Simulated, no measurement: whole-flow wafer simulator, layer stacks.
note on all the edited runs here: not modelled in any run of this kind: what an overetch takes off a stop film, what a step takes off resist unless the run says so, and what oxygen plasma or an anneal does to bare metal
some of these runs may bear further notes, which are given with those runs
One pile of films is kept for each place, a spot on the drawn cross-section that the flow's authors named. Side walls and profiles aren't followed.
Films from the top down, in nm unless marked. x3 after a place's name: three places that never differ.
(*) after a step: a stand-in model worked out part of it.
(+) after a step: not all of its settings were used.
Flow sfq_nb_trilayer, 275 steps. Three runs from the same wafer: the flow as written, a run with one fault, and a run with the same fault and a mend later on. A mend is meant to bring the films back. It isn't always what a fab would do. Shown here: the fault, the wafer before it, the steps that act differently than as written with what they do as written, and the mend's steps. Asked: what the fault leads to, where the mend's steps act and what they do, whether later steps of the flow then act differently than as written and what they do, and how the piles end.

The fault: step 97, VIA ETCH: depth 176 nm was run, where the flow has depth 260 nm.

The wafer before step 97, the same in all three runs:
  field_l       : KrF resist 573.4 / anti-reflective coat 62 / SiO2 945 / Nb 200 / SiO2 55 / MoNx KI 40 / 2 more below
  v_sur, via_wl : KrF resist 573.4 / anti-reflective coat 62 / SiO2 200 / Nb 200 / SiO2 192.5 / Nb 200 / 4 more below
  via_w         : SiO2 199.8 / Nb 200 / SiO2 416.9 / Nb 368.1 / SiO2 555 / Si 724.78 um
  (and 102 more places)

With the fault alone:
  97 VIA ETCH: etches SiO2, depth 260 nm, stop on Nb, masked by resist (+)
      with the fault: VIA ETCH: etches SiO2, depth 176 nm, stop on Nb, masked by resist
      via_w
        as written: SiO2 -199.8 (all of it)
        with the fault: SiO2 -176
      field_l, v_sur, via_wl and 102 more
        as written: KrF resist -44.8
        with the fault: KrF resist -30.3
  Later steps of the flow that act differently than as written (3 more steps differ only slightly, by at most 2% or 0.5 nm, whichever is larger, and aren't shown):
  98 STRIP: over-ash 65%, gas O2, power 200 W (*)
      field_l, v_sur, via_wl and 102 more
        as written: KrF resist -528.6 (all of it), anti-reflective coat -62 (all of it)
        with the fault: KrF resist -543.1 (all of it), anti-reflective coat -62 (all of it)
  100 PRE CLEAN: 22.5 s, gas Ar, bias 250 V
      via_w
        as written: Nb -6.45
        with the fault: SiO2 -7.5
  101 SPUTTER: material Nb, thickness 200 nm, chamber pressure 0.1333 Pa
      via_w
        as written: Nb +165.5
        with the fault: Nb +170.5 (new film)
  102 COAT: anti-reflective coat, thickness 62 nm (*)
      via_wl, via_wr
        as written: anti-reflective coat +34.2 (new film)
        with the fault: anti-reflective coat +26.6 (new film)
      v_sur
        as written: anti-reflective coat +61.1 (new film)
        with the fault: anti-reflective coat +58.5 (new film)
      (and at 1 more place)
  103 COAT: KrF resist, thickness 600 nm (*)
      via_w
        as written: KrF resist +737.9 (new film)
        with the fault: KrF resist +722.1 (new film)
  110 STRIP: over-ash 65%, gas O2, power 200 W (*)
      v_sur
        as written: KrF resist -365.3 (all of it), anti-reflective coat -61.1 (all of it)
        with the fault: KrF resist -367.7 (all of it), anti-reflective coat -58.5 (all of it)
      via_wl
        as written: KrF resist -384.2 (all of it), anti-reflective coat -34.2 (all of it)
        with the fault: KrF resist -392 (all of it), anti-reflective coat -26.6 (all of it)
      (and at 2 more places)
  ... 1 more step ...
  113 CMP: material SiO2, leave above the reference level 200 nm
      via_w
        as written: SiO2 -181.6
        with the fault: SiO2 -157.1
  At the end the piles differ from the flow's by more than 2% or 0.5 nm, whichever is larger, at via_w.
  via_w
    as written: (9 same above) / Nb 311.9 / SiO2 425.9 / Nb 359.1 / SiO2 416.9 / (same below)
    with the fault: (9 same above) / Nb 311.9 / SiO2 398.2 / Nb 170.5 / SiO2 16.3 / Nb 200 / SiO2 416.9 / (same below)

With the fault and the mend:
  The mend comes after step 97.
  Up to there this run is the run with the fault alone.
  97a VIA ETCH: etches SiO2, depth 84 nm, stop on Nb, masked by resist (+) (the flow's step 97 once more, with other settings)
      field_l, v_sur, via_wl and 102 more
        KrF resist -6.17
      via_w
        SiO2 -23.8 (all of it)
  No later step of the flow acts differently than as written, at any place that is followed, by more than 2% or 0.5 nm, whichever is larger.
  At the end the piles are the same as the flow's at every place that both follow.
